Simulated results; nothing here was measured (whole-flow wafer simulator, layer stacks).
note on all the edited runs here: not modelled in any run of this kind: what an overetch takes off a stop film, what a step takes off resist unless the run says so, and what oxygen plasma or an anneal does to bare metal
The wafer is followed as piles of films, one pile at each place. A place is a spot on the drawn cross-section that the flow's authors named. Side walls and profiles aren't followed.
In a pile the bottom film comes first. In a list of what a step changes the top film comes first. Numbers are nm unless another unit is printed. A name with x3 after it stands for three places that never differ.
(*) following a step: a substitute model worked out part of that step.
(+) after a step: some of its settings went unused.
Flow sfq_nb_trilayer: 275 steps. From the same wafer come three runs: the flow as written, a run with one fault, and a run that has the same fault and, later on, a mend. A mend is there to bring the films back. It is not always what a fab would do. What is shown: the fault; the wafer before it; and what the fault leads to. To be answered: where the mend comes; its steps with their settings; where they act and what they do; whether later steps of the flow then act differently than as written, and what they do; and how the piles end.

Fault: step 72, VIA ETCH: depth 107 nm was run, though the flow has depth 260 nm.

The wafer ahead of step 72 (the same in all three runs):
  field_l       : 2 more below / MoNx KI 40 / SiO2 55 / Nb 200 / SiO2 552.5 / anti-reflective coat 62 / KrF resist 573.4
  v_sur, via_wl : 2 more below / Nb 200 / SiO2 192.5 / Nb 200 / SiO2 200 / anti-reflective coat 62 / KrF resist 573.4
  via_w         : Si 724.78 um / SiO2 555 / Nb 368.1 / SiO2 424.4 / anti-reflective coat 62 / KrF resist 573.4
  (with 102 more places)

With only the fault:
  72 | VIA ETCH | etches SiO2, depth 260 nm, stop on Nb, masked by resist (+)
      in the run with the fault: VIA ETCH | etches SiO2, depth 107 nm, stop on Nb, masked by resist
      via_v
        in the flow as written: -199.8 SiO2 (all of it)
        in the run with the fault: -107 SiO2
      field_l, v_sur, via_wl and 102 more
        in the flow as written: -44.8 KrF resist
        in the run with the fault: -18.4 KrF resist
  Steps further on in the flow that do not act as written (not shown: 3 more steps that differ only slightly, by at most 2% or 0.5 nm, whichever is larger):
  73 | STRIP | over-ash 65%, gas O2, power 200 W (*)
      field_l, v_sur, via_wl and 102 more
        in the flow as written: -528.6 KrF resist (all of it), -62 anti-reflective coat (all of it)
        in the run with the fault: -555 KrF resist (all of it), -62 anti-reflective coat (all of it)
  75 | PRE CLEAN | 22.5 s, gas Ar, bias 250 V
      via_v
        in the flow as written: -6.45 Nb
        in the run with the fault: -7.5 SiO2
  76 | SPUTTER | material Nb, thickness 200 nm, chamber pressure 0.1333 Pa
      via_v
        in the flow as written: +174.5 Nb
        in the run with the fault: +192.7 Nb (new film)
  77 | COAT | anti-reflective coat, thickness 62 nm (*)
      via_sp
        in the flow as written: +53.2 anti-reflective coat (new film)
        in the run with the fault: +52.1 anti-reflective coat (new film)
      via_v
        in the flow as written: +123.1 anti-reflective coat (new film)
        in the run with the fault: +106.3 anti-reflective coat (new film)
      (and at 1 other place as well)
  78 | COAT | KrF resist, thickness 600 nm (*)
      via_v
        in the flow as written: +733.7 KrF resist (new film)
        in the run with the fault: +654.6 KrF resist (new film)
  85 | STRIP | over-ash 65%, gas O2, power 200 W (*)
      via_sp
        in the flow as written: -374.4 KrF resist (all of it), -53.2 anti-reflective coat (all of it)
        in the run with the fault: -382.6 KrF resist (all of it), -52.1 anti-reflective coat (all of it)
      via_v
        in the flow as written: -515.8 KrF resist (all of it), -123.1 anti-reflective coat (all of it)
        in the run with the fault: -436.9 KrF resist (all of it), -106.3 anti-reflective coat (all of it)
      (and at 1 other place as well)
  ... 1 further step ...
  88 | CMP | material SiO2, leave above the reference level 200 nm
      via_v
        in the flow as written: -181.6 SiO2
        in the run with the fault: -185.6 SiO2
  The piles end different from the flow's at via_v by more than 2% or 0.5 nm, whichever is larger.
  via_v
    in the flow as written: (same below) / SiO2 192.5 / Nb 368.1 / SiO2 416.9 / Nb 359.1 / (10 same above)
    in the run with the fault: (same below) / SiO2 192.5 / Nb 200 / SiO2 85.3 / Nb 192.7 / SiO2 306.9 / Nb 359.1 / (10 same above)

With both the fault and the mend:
  The mend stands after step 72.
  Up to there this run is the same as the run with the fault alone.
  72a | VIA ETCH | etches SiO2, depth 153 nm, stop on Nb, masked by resist (+) (the flow's step 72, run once more with other settings)
      field_l, v_sur, via_wl and 102 more
        -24 KrF resist
      via_v
        -92.8 SiO2 (all of it)
  Later steps of the flow that are run all act as written at every place that is followed, up to a difference of at most 2% or 0.5 nm, whichever is larger.
  The piles end the same as the flow's at every place that both follow.
